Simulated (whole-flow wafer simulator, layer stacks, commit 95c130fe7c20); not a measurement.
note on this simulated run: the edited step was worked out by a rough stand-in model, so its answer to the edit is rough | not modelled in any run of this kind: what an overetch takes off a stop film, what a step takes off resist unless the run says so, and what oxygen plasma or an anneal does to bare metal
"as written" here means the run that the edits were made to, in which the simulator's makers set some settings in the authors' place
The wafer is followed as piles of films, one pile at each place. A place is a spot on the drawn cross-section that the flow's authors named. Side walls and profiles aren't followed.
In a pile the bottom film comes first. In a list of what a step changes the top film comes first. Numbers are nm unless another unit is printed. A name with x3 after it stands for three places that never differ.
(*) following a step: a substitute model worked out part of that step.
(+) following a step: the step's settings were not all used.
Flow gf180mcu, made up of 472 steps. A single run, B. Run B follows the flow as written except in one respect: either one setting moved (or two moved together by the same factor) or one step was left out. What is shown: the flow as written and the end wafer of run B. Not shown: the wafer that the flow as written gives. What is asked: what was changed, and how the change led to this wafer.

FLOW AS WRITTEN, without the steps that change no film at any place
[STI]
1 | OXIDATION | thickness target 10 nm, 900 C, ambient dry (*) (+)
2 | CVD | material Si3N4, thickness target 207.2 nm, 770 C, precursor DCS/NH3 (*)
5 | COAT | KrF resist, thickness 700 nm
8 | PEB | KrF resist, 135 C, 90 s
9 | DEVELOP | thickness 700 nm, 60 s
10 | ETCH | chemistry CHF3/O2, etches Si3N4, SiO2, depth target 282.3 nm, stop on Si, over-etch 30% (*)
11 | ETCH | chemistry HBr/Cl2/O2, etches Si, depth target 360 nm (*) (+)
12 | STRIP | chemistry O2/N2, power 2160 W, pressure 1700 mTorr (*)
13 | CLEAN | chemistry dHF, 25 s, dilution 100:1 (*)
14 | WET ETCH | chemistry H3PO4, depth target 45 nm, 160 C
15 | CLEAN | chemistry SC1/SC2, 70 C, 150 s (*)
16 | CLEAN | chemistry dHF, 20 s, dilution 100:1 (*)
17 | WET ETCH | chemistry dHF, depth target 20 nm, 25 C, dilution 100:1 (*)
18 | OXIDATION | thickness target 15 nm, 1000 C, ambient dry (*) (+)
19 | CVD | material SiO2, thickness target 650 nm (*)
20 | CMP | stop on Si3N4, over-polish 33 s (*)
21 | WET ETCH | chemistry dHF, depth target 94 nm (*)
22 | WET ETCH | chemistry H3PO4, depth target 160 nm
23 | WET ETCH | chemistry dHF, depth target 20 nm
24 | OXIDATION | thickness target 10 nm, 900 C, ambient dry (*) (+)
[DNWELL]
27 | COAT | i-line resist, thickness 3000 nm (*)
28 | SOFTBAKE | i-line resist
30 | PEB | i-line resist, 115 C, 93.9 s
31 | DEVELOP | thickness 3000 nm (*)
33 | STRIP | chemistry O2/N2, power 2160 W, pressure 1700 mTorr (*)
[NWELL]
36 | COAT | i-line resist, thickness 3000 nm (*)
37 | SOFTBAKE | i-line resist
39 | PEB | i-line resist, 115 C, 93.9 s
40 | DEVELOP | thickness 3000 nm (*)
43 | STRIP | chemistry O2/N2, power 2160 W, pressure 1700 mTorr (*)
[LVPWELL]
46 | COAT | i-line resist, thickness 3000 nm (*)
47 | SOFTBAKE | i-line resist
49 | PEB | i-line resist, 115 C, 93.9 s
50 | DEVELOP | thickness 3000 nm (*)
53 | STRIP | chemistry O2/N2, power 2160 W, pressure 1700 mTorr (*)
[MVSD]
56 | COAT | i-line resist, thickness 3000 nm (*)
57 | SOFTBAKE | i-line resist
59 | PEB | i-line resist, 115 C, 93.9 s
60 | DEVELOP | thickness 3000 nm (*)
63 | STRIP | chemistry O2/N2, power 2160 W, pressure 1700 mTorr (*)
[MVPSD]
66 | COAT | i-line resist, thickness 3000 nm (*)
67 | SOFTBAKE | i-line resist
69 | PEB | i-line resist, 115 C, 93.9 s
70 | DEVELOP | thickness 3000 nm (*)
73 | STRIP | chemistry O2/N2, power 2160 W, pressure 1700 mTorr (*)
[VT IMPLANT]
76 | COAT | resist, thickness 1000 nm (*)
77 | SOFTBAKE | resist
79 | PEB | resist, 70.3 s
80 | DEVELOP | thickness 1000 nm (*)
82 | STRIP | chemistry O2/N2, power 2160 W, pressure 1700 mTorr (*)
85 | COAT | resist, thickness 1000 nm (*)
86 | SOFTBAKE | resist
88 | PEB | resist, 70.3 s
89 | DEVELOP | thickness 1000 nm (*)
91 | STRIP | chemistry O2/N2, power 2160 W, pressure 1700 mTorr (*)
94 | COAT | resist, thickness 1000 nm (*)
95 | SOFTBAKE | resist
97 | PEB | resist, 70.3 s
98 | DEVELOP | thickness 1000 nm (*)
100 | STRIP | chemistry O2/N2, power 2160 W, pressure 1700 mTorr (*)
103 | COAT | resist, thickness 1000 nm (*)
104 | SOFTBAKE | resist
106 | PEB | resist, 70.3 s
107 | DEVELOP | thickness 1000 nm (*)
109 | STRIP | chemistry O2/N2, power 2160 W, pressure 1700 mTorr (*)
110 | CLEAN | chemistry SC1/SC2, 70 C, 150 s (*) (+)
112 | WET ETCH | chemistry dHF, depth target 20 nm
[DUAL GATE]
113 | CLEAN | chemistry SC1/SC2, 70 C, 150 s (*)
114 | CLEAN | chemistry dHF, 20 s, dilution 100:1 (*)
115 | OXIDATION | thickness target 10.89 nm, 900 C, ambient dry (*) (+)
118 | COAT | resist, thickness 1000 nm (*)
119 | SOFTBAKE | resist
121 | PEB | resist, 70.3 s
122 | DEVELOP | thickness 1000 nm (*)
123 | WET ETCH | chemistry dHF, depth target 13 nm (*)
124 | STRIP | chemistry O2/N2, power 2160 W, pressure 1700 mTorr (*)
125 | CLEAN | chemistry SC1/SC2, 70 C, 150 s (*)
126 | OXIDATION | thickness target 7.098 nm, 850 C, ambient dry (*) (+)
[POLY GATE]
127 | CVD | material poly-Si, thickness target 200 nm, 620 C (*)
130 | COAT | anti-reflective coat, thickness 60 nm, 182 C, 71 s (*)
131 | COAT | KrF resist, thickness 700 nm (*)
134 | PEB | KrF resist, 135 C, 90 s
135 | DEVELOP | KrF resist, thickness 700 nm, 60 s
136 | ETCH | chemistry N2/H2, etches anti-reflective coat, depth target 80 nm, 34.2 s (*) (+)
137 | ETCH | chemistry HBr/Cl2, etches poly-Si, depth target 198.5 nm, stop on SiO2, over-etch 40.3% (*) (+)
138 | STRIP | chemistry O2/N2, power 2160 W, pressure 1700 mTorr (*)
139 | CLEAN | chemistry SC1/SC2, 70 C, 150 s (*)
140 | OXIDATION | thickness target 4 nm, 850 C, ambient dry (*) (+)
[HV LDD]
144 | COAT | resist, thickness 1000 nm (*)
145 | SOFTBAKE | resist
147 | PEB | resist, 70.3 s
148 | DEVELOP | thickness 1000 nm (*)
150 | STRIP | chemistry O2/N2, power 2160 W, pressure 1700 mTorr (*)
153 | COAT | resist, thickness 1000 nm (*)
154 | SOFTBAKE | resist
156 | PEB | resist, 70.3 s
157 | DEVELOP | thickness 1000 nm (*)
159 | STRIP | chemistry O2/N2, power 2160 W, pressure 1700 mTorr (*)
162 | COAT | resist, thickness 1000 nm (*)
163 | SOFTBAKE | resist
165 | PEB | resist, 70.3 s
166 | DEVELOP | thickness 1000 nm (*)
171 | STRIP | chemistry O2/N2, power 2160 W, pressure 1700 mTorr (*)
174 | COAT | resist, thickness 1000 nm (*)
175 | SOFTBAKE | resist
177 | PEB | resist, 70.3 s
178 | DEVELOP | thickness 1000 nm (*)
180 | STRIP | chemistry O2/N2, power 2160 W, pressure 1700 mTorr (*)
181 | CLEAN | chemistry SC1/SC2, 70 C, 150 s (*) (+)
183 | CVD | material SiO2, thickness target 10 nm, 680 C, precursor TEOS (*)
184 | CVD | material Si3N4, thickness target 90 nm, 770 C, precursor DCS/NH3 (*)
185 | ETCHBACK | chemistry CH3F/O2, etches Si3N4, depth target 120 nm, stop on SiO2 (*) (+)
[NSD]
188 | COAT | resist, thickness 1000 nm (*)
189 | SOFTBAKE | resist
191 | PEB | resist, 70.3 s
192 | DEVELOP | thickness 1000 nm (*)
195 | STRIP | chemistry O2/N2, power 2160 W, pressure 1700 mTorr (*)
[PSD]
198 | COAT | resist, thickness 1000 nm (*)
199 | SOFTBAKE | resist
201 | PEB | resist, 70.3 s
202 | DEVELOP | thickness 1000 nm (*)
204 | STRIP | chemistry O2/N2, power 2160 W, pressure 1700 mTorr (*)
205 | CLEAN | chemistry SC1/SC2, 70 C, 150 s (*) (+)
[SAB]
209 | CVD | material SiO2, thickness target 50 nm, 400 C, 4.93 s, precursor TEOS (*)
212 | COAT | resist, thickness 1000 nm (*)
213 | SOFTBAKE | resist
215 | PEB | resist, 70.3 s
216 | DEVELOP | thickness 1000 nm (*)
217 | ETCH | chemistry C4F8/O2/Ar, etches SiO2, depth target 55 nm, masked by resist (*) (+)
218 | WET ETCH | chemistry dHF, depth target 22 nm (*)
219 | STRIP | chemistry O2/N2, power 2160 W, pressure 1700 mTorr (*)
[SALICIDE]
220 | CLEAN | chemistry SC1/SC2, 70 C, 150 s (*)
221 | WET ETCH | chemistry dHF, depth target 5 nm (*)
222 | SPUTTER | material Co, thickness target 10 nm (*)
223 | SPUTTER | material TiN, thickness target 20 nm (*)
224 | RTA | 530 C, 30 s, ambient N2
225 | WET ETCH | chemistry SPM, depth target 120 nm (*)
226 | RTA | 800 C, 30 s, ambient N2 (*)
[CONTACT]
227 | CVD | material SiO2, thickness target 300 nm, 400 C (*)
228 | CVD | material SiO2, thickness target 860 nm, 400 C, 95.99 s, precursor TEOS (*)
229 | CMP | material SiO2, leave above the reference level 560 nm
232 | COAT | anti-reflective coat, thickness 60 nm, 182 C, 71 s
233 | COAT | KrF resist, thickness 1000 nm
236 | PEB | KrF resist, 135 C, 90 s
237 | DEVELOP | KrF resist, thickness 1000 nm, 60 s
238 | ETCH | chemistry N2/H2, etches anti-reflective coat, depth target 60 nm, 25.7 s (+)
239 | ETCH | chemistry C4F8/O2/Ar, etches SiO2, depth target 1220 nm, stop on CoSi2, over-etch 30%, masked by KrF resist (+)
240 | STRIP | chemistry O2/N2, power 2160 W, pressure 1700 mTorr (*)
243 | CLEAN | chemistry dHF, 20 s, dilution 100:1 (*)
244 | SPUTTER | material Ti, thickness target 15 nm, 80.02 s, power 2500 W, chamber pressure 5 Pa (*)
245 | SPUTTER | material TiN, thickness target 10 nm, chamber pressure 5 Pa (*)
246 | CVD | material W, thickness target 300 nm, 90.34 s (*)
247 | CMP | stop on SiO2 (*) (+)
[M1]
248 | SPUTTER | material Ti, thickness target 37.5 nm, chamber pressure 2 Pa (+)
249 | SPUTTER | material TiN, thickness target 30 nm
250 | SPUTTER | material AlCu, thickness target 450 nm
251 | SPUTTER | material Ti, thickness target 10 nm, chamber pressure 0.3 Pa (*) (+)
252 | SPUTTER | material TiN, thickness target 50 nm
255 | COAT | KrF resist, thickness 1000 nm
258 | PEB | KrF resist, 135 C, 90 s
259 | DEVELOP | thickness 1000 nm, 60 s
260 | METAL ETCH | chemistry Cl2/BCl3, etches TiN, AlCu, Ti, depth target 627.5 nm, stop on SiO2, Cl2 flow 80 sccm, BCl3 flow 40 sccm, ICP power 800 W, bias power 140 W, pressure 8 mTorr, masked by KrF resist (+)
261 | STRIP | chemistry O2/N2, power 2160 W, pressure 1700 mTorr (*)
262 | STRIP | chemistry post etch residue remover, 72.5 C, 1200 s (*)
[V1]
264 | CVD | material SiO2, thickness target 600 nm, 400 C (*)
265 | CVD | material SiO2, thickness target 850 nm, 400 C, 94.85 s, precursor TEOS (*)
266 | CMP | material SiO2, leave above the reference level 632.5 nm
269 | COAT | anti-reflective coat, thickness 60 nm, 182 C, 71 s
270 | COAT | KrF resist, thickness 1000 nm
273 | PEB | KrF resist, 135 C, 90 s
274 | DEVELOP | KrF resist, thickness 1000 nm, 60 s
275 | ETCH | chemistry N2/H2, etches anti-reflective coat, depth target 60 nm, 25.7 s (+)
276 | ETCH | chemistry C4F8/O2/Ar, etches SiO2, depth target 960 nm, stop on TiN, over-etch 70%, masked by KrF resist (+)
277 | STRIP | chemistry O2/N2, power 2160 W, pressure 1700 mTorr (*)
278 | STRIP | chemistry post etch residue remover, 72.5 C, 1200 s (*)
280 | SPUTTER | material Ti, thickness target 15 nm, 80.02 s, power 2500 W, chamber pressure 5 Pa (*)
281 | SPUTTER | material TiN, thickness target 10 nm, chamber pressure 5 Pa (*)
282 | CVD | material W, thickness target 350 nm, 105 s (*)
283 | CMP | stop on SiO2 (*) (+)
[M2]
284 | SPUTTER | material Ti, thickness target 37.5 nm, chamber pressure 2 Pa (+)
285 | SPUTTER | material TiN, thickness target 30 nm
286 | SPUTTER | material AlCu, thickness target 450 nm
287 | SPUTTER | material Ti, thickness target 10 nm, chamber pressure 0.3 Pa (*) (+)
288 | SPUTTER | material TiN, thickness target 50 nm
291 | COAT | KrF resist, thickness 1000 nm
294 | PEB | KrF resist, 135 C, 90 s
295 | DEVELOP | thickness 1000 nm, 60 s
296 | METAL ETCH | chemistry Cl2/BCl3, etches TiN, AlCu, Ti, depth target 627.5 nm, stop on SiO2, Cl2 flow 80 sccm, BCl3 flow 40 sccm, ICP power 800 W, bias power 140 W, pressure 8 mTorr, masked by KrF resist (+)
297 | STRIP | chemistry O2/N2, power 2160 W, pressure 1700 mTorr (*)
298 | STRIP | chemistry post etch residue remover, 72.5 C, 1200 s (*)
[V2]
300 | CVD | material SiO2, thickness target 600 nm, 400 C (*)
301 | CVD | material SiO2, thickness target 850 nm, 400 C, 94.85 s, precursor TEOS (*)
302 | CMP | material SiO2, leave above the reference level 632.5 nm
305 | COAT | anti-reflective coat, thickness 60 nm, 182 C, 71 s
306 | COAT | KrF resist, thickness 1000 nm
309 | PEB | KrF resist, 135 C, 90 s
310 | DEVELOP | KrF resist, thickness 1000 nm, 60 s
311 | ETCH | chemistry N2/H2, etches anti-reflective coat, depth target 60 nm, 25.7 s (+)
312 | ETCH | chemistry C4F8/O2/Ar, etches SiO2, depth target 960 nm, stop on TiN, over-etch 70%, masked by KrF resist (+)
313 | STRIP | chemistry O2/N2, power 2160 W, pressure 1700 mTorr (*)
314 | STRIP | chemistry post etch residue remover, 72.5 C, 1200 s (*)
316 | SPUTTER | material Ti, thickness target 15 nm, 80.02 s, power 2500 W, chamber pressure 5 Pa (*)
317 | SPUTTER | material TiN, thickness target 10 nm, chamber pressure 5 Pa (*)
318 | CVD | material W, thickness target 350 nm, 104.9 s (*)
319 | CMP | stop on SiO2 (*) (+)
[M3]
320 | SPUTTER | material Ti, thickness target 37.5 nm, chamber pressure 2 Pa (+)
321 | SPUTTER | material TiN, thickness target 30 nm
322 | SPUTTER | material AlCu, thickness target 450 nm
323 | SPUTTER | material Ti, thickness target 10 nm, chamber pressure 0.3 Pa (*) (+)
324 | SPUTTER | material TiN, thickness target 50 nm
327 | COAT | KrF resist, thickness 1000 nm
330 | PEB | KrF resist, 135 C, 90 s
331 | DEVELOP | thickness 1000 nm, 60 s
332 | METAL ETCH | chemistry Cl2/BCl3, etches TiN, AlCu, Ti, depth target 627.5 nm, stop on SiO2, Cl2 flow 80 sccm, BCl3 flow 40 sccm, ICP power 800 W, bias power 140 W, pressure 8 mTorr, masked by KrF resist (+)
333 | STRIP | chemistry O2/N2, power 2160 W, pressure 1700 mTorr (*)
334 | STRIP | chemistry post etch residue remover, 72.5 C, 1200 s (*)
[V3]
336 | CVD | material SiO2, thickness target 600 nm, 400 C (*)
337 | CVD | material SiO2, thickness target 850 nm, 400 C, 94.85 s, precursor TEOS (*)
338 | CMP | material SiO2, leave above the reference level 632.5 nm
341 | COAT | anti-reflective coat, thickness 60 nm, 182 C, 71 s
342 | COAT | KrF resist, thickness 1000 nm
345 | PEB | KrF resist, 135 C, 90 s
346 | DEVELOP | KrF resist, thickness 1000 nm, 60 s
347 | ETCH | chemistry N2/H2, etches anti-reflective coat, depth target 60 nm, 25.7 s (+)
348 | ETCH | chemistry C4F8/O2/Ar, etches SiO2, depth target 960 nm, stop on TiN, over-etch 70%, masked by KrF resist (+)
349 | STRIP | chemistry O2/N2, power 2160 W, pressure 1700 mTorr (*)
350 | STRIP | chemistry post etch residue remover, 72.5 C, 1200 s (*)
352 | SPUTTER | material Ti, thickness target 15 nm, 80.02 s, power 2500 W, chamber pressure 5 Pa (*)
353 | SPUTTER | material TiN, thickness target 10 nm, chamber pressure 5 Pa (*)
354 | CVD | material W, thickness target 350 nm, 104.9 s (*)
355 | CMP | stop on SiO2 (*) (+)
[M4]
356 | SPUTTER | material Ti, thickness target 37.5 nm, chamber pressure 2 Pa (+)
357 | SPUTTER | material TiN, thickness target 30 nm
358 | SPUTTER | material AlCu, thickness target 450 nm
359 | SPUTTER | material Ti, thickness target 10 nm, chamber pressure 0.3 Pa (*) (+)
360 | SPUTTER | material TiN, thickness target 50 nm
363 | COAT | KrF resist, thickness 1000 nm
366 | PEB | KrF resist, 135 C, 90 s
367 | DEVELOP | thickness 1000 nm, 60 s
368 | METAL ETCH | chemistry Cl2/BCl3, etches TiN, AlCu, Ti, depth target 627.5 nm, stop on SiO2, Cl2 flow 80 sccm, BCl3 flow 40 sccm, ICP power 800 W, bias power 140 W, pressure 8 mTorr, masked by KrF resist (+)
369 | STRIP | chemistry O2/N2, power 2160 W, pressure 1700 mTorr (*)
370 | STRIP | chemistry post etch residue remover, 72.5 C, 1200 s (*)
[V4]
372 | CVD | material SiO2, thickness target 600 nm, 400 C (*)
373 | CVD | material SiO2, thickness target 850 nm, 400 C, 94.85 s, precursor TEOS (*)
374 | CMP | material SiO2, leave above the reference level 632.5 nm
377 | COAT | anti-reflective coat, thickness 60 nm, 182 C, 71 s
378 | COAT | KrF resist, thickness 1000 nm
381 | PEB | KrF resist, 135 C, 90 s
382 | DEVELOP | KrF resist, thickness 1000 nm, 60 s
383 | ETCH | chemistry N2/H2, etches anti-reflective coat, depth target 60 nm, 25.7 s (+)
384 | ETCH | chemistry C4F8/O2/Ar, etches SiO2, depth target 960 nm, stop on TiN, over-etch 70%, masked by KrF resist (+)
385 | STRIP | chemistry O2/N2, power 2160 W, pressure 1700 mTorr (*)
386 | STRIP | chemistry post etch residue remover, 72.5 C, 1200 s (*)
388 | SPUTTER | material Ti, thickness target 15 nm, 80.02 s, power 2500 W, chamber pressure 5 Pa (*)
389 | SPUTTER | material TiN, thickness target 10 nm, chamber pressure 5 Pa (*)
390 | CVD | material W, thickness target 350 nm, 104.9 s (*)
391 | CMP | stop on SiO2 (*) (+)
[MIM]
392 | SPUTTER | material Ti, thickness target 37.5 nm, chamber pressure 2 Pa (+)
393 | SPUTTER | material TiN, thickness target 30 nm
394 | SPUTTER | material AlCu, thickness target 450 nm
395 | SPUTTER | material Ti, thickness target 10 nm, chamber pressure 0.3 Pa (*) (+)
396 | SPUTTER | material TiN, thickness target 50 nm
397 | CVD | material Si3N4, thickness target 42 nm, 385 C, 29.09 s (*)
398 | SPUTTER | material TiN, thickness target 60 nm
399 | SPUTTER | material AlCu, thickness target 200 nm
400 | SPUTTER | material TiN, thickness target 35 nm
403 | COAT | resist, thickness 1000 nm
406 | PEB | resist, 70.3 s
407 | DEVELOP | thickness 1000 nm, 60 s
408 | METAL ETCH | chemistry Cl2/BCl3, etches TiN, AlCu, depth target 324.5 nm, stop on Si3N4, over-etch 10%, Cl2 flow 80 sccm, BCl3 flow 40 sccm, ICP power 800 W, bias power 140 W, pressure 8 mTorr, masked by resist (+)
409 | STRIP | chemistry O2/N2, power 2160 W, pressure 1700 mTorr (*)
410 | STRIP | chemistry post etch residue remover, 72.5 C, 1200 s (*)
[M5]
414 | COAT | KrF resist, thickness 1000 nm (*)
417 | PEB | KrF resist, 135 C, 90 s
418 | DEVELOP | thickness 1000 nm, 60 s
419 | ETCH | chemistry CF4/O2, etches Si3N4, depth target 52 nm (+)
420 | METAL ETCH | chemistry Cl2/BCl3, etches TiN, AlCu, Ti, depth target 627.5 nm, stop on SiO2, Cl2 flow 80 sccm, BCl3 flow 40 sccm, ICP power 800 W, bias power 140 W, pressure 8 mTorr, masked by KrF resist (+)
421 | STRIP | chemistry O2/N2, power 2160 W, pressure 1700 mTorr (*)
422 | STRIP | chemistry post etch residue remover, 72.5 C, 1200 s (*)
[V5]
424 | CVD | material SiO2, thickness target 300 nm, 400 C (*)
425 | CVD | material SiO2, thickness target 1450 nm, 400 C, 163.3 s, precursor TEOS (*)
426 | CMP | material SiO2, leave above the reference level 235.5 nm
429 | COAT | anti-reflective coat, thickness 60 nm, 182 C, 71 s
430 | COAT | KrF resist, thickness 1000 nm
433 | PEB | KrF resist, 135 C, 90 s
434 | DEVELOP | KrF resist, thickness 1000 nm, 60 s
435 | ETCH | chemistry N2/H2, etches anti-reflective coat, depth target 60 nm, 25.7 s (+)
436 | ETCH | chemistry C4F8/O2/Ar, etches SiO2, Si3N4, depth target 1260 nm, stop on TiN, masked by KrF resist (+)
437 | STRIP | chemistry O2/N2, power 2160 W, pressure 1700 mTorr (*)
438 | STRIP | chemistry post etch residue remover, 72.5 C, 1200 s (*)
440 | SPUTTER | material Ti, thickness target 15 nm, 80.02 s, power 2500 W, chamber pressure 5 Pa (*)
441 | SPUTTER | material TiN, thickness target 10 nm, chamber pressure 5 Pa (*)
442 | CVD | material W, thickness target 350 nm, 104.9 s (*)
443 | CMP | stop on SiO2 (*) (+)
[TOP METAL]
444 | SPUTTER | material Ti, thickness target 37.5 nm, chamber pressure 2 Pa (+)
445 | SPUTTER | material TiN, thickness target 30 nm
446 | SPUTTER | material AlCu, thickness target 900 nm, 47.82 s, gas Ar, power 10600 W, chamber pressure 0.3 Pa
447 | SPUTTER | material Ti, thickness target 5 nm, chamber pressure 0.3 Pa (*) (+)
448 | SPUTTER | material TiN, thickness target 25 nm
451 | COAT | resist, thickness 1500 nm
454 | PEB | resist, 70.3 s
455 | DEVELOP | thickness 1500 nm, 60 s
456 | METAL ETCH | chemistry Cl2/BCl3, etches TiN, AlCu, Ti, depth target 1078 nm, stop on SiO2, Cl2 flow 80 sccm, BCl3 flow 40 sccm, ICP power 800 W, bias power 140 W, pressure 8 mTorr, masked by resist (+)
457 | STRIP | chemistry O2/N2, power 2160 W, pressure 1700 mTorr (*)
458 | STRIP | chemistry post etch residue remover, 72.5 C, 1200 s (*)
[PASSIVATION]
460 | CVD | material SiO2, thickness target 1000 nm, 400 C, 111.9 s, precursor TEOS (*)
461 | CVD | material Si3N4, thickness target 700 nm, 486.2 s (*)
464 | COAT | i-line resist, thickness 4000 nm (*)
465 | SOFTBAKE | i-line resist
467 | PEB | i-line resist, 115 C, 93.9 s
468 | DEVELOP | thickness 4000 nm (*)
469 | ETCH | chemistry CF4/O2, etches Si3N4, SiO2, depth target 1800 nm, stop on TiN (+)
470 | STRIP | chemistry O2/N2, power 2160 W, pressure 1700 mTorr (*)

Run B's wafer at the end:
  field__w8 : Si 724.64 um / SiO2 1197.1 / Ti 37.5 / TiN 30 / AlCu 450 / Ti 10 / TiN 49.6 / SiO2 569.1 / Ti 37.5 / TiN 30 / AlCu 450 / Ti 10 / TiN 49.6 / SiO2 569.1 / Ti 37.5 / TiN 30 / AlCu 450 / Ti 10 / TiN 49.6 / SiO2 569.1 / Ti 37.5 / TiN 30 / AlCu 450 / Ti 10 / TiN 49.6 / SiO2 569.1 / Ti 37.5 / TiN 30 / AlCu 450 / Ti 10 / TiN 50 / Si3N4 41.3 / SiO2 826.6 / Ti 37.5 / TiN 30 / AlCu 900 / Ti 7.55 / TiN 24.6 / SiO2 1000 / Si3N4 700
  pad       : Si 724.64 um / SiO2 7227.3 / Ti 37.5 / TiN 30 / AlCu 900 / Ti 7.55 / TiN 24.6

Cause: step 447, SPUTTER: thickness target 7.55 nm was run, whereas the flow has thickness target 5 nm.
The wafer lets one read it off: field__w8 has Ti 7.55, and step 447 as written asks for 5 nm.

Step by step, how the change led to this:
  447 | SPUTTER | material Ti, thickness target 5 nm, chamber pressure 0.3 Pa (*) (+)
      field, field__w1, field__w2 and 109 more: Ti gains 7.55 (new film) (it would be, as written: Ti gains 5 (new film))
  456 | METAL ETCH | chemistry Cl2/BCl3, etches TiN, AlCu, Ti, depth target 1078 nm, stop on SiO2, Cl2 flow 80 sccm, BCl3 flow 40 sccm, ICP power 800 W, bias power 140 W, pressure 8 mTorr, masked by resist (+)
      field, field__w1, field__w2 and 103 more: TiN loses 25 (all of it), Ti loses 7.55 (all of it), AlCu loses 900 (all of it), TiN loses 30 (all of it), Ti loses 37.5 (all of it) (it would be, as written: TiN loses 25 (all of it), Ti loses 5 (all of it), AlCu loses 900 (all of it), TiN loses 30 (all of it), Ti loses 37.5 (all of it))
